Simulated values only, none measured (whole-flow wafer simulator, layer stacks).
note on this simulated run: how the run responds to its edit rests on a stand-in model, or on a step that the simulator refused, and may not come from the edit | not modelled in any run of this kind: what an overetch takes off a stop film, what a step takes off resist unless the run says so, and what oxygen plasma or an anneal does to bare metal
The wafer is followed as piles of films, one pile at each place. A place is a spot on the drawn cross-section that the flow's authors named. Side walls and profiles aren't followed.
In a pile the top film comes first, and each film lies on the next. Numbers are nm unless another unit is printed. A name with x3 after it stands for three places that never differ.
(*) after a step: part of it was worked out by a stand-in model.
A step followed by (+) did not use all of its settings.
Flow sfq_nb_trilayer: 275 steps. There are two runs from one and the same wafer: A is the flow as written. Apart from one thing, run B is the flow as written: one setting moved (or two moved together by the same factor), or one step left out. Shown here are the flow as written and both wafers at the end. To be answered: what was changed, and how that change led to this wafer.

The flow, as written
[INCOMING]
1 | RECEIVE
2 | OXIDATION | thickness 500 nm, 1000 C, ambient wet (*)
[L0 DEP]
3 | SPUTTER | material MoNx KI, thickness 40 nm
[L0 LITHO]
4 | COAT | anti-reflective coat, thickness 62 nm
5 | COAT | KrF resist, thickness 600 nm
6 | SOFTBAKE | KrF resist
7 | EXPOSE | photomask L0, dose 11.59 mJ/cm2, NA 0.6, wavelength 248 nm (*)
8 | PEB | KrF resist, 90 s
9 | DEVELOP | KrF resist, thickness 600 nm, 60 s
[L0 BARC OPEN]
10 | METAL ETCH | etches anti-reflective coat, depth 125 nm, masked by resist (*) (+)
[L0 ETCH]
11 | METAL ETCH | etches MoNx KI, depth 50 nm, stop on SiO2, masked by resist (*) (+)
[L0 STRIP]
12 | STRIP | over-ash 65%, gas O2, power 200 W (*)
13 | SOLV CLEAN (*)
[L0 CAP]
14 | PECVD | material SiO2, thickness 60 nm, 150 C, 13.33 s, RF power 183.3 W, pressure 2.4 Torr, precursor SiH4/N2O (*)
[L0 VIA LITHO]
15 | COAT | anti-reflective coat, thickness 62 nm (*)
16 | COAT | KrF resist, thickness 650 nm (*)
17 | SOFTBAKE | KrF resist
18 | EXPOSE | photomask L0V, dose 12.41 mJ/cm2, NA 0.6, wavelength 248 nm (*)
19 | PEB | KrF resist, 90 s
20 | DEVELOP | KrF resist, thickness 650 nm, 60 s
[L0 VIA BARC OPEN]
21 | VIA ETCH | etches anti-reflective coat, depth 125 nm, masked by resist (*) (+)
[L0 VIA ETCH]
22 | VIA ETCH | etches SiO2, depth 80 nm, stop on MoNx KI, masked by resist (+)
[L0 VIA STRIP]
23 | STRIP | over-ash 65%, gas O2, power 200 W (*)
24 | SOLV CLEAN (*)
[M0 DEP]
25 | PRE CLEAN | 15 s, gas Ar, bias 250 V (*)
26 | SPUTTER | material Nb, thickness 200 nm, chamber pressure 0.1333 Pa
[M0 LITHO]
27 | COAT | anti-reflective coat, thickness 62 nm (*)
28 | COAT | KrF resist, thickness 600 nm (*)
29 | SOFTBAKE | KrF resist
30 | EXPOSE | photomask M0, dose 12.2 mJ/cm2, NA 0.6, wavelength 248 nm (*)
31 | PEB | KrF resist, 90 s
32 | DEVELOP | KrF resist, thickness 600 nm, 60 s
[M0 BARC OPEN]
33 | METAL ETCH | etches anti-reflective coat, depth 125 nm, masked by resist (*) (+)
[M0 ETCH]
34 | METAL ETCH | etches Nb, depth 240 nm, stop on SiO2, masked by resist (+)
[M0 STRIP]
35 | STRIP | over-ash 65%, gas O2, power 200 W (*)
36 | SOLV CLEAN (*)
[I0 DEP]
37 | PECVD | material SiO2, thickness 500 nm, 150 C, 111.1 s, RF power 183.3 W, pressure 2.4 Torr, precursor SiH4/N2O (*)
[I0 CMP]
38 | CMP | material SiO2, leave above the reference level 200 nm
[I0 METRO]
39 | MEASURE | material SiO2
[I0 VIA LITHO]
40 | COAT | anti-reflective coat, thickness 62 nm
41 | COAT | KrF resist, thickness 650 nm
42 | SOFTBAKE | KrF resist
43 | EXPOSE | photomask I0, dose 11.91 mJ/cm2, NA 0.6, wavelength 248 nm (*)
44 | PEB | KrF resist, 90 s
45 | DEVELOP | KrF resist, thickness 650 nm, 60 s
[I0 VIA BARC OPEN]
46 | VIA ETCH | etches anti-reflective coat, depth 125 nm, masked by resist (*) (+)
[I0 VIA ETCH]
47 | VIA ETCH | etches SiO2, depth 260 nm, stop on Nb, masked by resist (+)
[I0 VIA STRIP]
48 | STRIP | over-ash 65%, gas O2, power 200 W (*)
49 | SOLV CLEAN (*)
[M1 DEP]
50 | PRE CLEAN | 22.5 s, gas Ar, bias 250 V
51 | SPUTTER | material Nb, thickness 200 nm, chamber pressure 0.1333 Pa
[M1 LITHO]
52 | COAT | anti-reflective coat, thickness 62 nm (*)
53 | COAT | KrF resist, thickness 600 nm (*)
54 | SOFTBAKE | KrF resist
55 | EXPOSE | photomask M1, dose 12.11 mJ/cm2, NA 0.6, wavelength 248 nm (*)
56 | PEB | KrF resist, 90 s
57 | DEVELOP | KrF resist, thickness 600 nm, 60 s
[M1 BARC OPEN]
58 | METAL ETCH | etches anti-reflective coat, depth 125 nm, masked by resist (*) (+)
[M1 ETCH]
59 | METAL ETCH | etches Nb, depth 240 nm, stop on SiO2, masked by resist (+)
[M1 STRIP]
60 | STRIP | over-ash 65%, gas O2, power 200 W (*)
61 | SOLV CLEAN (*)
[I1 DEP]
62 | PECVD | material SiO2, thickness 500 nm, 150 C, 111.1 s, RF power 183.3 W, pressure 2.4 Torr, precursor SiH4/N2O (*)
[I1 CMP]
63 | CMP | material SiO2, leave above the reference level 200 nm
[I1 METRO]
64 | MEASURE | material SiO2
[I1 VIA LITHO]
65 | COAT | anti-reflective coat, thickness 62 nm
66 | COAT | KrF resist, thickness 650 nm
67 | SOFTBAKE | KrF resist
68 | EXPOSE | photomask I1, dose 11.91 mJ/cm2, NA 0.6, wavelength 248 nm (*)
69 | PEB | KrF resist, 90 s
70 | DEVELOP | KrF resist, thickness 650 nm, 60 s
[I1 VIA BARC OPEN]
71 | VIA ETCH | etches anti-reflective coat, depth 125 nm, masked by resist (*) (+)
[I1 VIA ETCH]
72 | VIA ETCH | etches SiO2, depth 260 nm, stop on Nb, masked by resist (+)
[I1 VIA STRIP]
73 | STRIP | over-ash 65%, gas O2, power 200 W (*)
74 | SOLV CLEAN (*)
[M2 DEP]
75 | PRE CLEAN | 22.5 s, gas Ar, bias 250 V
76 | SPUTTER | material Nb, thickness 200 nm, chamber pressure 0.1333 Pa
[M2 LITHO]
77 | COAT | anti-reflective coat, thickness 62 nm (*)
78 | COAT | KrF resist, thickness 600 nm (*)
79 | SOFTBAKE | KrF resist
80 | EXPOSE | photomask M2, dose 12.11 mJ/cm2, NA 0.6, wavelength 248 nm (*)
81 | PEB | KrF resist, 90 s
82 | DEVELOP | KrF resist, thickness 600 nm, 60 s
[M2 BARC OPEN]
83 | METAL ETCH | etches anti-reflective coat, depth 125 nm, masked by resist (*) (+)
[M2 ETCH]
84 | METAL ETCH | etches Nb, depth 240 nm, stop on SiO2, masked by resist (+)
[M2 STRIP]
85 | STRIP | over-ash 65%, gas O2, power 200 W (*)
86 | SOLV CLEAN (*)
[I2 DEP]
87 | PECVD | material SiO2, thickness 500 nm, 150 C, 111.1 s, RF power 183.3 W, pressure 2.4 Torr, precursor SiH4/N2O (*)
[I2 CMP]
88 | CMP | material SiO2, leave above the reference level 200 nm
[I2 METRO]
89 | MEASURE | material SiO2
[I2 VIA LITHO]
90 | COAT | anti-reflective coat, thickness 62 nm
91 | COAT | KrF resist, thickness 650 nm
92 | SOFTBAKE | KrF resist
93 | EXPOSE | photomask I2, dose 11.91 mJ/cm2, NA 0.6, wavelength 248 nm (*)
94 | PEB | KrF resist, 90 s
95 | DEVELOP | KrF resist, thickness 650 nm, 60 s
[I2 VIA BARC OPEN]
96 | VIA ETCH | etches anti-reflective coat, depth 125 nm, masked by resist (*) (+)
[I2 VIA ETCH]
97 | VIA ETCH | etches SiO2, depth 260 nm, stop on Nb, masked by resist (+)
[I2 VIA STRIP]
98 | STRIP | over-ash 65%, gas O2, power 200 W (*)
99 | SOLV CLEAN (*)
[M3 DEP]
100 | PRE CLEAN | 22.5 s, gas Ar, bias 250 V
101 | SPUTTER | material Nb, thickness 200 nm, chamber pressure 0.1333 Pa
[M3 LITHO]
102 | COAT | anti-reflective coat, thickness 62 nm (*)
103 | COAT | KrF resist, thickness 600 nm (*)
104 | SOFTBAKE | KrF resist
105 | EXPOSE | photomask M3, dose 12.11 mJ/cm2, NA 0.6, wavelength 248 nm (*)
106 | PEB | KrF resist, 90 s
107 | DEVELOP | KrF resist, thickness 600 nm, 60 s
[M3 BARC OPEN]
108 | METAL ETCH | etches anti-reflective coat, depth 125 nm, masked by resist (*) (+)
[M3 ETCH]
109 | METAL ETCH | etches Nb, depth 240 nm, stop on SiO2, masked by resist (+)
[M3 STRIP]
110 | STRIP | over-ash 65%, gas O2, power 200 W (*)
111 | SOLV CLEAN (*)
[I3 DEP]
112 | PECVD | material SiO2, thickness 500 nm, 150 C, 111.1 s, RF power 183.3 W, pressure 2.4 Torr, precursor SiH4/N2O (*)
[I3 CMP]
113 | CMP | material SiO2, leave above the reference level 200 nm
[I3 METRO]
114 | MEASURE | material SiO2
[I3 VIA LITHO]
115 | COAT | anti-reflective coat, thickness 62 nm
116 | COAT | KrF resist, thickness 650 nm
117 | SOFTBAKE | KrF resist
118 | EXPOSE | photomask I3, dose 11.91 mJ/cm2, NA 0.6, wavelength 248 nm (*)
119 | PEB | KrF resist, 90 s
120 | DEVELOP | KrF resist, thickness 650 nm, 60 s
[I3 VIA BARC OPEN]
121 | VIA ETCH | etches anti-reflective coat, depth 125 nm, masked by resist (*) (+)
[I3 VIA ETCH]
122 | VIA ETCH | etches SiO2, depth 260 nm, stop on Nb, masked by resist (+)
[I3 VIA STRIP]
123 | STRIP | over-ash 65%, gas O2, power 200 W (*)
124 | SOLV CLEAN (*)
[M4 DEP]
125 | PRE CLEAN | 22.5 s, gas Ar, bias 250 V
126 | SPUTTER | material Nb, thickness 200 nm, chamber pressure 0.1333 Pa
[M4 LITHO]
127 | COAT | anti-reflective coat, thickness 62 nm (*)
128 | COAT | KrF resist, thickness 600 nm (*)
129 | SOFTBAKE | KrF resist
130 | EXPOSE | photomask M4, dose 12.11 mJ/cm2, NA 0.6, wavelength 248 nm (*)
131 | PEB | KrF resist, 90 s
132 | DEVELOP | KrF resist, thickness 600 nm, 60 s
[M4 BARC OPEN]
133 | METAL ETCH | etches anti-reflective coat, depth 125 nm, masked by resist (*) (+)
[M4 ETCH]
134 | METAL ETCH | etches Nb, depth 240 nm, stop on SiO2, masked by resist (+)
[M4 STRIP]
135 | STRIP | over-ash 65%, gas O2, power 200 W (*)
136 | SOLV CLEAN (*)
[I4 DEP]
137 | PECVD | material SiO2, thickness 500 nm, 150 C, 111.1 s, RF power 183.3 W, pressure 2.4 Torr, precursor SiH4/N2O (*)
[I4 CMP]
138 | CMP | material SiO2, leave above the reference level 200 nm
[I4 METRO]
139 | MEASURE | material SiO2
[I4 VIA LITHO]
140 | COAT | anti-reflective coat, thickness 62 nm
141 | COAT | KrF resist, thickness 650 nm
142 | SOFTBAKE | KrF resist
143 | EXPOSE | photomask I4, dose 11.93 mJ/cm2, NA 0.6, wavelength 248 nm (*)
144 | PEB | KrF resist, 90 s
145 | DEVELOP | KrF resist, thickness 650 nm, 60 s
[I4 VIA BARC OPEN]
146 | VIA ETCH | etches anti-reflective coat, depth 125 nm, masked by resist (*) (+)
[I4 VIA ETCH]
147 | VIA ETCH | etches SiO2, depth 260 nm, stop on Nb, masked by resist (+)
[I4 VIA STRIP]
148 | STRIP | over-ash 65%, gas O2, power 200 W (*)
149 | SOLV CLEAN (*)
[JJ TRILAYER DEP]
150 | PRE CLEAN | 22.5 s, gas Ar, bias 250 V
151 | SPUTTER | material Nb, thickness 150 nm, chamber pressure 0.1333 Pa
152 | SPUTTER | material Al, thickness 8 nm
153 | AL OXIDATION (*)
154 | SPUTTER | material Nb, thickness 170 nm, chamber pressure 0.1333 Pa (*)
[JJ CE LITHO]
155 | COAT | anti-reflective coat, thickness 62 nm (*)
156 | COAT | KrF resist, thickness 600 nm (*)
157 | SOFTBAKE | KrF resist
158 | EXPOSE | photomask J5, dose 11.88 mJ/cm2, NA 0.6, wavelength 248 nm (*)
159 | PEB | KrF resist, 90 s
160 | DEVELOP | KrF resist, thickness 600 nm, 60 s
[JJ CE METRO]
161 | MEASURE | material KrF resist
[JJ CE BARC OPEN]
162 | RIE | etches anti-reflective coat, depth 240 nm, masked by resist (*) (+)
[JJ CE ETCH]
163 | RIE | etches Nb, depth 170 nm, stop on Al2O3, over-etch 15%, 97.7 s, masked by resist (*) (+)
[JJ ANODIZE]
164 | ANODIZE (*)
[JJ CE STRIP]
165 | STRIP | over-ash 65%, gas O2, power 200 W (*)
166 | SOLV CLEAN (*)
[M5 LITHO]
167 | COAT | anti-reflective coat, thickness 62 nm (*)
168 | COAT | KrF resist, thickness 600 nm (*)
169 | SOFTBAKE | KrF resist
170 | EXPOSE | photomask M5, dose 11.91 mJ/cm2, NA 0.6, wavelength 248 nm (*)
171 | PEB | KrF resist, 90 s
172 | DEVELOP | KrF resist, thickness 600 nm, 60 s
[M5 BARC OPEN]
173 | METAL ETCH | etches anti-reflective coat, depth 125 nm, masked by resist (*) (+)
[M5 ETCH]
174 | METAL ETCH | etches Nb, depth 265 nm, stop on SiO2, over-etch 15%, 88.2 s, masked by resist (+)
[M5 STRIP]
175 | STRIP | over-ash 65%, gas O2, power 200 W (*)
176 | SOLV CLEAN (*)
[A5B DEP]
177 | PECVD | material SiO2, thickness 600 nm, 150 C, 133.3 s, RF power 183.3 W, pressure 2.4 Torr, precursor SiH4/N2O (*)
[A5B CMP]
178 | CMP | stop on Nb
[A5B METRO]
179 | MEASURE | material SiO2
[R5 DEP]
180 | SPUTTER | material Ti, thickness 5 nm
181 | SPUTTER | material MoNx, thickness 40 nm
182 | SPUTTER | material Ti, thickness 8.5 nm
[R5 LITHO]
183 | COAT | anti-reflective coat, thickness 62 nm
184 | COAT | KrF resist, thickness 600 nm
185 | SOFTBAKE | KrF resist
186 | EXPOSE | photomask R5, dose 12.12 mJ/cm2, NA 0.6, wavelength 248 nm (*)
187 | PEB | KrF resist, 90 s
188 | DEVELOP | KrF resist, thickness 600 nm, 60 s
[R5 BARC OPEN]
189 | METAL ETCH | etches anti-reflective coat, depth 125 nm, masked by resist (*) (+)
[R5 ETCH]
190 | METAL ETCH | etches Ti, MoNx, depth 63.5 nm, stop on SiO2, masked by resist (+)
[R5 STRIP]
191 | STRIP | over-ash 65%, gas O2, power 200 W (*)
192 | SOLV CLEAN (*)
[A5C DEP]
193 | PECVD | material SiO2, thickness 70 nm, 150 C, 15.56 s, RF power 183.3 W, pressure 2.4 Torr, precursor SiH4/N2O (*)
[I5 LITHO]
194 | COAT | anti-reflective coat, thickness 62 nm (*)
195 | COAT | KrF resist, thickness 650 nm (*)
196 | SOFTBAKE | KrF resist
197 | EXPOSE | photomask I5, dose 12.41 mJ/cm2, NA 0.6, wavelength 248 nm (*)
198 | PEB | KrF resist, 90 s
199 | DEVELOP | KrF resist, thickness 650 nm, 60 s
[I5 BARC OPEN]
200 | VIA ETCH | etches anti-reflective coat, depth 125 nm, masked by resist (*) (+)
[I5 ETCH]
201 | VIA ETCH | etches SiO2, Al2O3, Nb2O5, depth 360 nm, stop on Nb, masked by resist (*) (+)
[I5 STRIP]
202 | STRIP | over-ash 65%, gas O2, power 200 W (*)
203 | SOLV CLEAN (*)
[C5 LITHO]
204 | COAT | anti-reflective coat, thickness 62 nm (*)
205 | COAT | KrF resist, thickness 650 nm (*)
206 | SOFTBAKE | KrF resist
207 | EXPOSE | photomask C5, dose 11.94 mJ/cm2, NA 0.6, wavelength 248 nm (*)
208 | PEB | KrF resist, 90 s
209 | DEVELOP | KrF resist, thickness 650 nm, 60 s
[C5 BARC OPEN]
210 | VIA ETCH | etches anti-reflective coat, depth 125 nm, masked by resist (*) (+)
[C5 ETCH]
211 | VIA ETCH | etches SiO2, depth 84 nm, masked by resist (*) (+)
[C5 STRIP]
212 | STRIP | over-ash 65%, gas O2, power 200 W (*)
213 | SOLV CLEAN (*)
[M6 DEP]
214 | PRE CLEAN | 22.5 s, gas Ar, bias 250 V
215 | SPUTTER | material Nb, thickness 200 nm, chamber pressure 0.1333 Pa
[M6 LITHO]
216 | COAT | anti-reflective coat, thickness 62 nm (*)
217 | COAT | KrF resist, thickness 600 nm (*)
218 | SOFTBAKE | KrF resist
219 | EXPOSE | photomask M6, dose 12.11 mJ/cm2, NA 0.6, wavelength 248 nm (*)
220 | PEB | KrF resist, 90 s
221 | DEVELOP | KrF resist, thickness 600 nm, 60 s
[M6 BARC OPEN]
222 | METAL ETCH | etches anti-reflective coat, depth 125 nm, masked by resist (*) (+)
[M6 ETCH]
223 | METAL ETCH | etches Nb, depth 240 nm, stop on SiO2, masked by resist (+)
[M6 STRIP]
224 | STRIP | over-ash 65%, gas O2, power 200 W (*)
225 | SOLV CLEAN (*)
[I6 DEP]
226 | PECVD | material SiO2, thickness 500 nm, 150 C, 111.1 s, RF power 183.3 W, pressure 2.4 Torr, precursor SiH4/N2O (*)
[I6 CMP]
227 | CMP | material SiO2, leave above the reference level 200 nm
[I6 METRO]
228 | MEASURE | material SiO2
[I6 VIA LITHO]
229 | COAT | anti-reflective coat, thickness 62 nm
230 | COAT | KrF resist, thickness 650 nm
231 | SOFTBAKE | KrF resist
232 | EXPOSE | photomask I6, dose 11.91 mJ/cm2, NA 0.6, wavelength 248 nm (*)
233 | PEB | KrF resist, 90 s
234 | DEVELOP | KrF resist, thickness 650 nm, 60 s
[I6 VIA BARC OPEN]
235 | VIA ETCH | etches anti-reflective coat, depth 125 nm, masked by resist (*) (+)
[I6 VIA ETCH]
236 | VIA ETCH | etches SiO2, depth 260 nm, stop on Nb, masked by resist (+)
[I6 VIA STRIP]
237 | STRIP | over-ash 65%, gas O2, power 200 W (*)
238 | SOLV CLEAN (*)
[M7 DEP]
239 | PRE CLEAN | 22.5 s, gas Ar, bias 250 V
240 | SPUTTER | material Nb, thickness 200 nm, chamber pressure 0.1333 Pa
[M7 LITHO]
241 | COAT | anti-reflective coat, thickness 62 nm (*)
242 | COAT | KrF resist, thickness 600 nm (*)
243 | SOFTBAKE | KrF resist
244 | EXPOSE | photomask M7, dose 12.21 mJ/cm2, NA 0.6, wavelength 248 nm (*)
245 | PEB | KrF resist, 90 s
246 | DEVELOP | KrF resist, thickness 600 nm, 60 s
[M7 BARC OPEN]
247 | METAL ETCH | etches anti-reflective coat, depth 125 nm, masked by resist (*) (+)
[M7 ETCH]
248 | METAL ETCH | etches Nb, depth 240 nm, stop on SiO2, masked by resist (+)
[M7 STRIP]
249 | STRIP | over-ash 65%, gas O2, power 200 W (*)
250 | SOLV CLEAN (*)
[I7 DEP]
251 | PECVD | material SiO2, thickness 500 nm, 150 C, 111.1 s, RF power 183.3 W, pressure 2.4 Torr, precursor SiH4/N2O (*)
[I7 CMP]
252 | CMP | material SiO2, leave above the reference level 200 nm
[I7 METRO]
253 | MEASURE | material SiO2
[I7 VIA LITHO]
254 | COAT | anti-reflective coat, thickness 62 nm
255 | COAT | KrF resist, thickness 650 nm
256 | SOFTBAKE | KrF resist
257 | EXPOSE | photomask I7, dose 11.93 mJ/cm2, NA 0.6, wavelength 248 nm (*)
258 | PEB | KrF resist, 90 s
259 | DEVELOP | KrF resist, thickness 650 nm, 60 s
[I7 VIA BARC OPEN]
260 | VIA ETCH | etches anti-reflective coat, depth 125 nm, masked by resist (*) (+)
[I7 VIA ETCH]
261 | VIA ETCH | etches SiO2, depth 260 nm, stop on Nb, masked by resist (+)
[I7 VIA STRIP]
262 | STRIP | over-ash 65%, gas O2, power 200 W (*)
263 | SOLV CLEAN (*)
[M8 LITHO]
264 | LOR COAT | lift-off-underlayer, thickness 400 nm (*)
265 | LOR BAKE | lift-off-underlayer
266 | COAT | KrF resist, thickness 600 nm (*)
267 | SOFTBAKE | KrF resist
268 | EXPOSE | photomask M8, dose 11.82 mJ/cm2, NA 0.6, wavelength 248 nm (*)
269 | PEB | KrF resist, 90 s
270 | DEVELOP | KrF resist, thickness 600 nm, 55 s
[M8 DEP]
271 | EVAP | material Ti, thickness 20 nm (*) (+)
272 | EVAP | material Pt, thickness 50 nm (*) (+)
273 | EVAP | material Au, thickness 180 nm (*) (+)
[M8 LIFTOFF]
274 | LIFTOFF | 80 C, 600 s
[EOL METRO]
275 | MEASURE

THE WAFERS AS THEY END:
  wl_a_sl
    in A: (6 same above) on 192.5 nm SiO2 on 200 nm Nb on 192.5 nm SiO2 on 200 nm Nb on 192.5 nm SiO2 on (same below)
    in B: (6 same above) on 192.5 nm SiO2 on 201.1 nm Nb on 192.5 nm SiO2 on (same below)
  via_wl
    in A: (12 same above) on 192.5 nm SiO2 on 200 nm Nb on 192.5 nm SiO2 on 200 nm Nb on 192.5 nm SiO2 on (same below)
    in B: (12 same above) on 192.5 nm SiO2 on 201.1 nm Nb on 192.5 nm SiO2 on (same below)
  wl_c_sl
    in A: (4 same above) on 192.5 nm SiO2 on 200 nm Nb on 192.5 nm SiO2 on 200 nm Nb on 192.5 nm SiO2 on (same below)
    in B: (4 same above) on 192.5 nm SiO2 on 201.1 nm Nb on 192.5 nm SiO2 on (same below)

Cause: step 62, PECVD: material SiO2, thickness 500 nm, 150 C, 111.1 s, RF power 183.3 W, pressure 2.4 Torr, precursor SiH4/N2O (*), was omitted.

How this came from the change, step by step:
  63 | CMP | material SiO2, leave above the reference level 200 nm
      field_l, be, be_sur and 72 more: A -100 SiO2 | B nothing
      v_sur, via_wl, via_wr and 20 more: A -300 SiO2 | B -192.5 Nb
      (and at 8 other places as well)
  65 | COAT | anti-reflective coat, thickness 62 nm
      wl_d_sl, wl_d_sr: A +62 anti-reflective coat (new film) | B +64 anti-reflective coat (new film)
      m5r_linepad_l, m5r_linepad_r: A +62 anti-reflective coat (new film) | B +64.6 anti-reflective coat (new film)
      (and at 11 other places as well)
  72 | VIA ETCH | etches SiO2, depth 260 nm, stop on Nb, masked by resist (+)
      via_v: A -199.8 SiO2 (all of it) | B -7.5 Nb (all of it), -170 SiO2
  73 | STRIP | over-ash 65%, gas O2, power 200 W (*)
      wl_d_sl, wl_d_sr: A -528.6 KrF resist (all of it), -62 anti-reflective coat (all of it) | B -531.7 KrF resist (all of it), -64 anti-reflective coat (all of it)
      m5r_linepad_l, m5r_linepad_r: A -528.6 KrF resist (all of it), -62 anti-reflective coat (all of it) | B -528 KrF resist (all of it), -64.6 anti-reflective coat (all of it)
      (and at 11 other places as well)
  75 | PRE CLEAN | 22.5 s, gas Ar, bias 250 V
      v_sur, via_wl, via_w and 20 more: A -7.5 SiO2 | B -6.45 Nb
      via_v: A -6.45 Nb | B -7.5 SiO2
  76 | SPUTTER | material Nb, thickness 200 nm, chamber pressure 0.1333 Pa
      v_sur, via_wl, via_w and 20 more: A +200 Nb (new film) | B +200 Nb
      via_v: A +174.5 Nb | B +178.7 Nb (new film)
  77 | COAT | anti-reflective coat, thickness 62 nm (*)
      wl_d_sl, wl_d_sr: A +62 anti-reflective coat (new film) | B +64.4 anti-reflective coat (new film)
      wl_f_sl, r5r_line_l: A +62 anti-reflective coat (new film) | B +63.4 anti-reflective coat (new film)
      (and at 14 other places as well)
  78 | COAT | KrF resist, thickness 600 nm (*)
      via_v: A +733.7 KrF resist (new film) | B +715 KrF resist (new film)
  83 | METAL ETCH | etches anti-reflective coat, depth 125 nm, masked by resist (*) (+)
      wl_d_sl, wl_d_sr: A -62 anti-reflective coat (all of it) | B -64.4 anti-reflective coat (all of it)
      wl_f_sl, r5r_line_l: A -62 anti-reflective coat (all of it) | B -63.4 anti-reflective coat (all of it)
      (and at 8 other places as well)
  85 | STRIP | over-ash 65%, gas O2, power 200 W (*)
      v_sur: A -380 KrF resist (all of it), -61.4 anti-reflective coat (all of it) | B -375.9 KrF resist (all of it), -58.1 anti-reflective coat (all of it)
      via_wl: A -379.5 KrF resist (all of it), -61.3 anti-reflective coat (all of it) | B -379.9 KrF resist (all of it), -53 anti-reflective coat (all of it)
      (and at 4 other places as well)
  87 | PECVD | material SiO2, thickness 500 nm, 150 C, 111.1 s, RF power 183.3 W, pressure 2.4 Torr, precursor SiH4/N2O (*)
      via_v: A +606 SiO2 (new film) | B +556.9 SiO2 (new film)
  88 | CMP | material SiO2, leave above the reference level 200 nm
      field_l, be, be_sur and 79 more: A -100 SiO2 | B -91.4 SiO2
      via_w: A -300 SiO2 | B -268.1 SiO2
      (and at 1 other place as well)
  97 | VIA ETCH | etches SiO2, depth 260 nm, stop on Nb, masked by resist (+)
      via_w: A -199.8 SiO2 (all of it) | B -231.8 SiO2 (all of it)
  101 | SPUTTER | material Nb, thickness 200 nm, chamber pressure 0.1333 Pa
      via_w: A +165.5 Nb | B +158.7 Nb
  102 | COAT | anti-reflective coat, thickness 62 nm (*)
      via_wl, via_wr: A +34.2 anti-reflective coat (new film) | B +33.3 anti-reflective coat (new film)
      via_w: A +124.8 anti-reflective coat (new film) | B +131.6 anti-reflective coat (new film)
  103 | COAT | KrF resist, thickness 600 nm (*)
      via_w: A +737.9 KrF resist (new film) | B +764.5 KrF resist (new film)
  ... 1 further step ...
  112 | PECVD | material SiO2, thickness 500 nm, 150 C, 111.1 s, RF power 183.3 W, pressure 2.4 Torr, precursor SiH4/N2O (*)
      via_w: A +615 SiO2 (new film) | B +653.8 SiO2 (new film)
If metal films that touch count as one body, wl_a_sl has 5 bodies (between them, from the top down: SiO2 975.9; SiO2 192.5; SiO2 192.5; SiO2 192.5); the flow as written gives 6 bodies (between them, from the top down: SiO2 975.9; SiO2 192.5; SiO2 192.5; SiO2 192.5; SiO2 192.5).
If metal films that touch count as one body, via_wl has 6 bodies (between them, from the top down: SiO2 192.5; SiO2 426.8 / Al2O3 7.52 / Nb2O5 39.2; SiO2 192.5; SiO2 192.5; SiO2 192.5); the flow as written gives 7 bodies (between them, from the top down: SiO2 192.5; SiO2 426.8 / Al2O3 7.52 / Nb2O5 39.2; SiO2 192.5; SiO2 192.5; SiO2 192.5; SiO2 192.5).
If metal films that touch count as one body, wl_c_sl has 4 bodies (between them, from the top down: SiO2 192.5; SiO2 192.5; SiO2 192.5); the flow as written gives 5 bodies (between them, from the top down: SiO2 192.5; SiO2 192.5; SiO2 192.5; SiO2 192.5).
